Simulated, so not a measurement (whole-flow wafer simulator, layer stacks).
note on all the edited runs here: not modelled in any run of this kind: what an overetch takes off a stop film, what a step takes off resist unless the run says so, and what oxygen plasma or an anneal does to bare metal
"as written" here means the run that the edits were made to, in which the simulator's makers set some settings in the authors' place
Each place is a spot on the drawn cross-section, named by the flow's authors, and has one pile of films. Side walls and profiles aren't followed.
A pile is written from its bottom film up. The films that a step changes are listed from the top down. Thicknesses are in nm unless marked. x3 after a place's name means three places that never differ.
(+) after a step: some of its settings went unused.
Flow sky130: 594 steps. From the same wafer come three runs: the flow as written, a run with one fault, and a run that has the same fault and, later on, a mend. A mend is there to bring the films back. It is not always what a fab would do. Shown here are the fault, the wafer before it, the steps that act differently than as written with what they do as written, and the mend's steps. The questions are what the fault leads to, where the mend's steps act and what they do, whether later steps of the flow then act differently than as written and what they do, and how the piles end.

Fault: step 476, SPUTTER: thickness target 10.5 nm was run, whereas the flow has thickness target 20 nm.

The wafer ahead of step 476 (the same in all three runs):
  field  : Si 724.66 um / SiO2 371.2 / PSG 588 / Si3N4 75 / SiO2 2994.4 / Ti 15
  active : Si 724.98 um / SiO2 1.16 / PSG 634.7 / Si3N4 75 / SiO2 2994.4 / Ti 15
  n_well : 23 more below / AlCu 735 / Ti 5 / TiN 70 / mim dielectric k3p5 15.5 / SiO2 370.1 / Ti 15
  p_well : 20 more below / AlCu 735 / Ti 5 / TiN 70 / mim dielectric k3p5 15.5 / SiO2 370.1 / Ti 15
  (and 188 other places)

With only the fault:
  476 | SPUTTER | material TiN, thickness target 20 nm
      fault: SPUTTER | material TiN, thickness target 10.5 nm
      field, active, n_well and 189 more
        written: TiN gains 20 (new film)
        fault: TiN gains 10.5 (new film)
  Steps further on in the flow that do not act as written (4 more steps, not shown, differ only slightly: by at most 2% or 0.5 nm, whichever is larger):
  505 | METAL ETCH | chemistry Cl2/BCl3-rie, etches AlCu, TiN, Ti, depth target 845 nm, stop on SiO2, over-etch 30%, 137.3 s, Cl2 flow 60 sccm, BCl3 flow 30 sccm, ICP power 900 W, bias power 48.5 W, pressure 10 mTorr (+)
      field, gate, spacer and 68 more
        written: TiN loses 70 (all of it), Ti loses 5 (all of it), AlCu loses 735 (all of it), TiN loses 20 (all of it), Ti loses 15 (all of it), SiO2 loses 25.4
        fault: TiN loses 70 (all of it), Ti loses 5 (all of it), AlCu loses 735 (all of it), TiN loses 10.5 (all of it), Ti loses 15 (all of it), SiO2 loses 26.3
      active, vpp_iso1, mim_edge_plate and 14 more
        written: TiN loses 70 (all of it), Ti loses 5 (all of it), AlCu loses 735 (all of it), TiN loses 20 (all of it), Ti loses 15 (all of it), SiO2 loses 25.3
        fault: TiN loses 70 (all of it), Ti loses 5 (all of it), AlCu loses 735 (all of it), TiN loses 10.5 (all of it), Ti loses 15 (all of it), SiO2 loses 26.3
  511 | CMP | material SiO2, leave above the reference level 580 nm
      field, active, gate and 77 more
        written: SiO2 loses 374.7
        fault: SiO2 loses 383.2
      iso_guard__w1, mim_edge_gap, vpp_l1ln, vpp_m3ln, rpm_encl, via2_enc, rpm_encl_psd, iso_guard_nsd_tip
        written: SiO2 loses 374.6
        fault: SiO2 loses 383.2
  At n_well, p_well, gate_hv and 102 more, the piles at the end differ from the flow's by more than 2% or 0.5 nm, whichever is larger.
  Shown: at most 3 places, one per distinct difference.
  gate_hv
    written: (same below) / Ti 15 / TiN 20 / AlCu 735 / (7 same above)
    fault: (same below) / Ti 15 / TiN 10.5 / AlCu 735 / (7 same above)
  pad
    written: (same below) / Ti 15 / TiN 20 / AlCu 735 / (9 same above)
    fault: (same below) / Ti 15 / TiN 10.5 / AlCu 735 / (9 same above)
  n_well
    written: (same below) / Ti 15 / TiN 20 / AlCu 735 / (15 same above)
    fault: (same below) / Ti 15 / TiN 10.5 / AlCu 735 / (15 same above)

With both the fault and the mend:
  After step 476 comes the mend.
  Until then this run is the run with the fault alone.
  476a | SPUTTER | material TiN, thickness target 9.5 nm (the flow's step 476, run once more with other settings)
      field, active, n_well and 189 more
        TiN gains 9.5
  None of the later steps of the flow acts differently than as written at any place that is followed.
  By the end, the piles equal the flow's at every place that both follow.
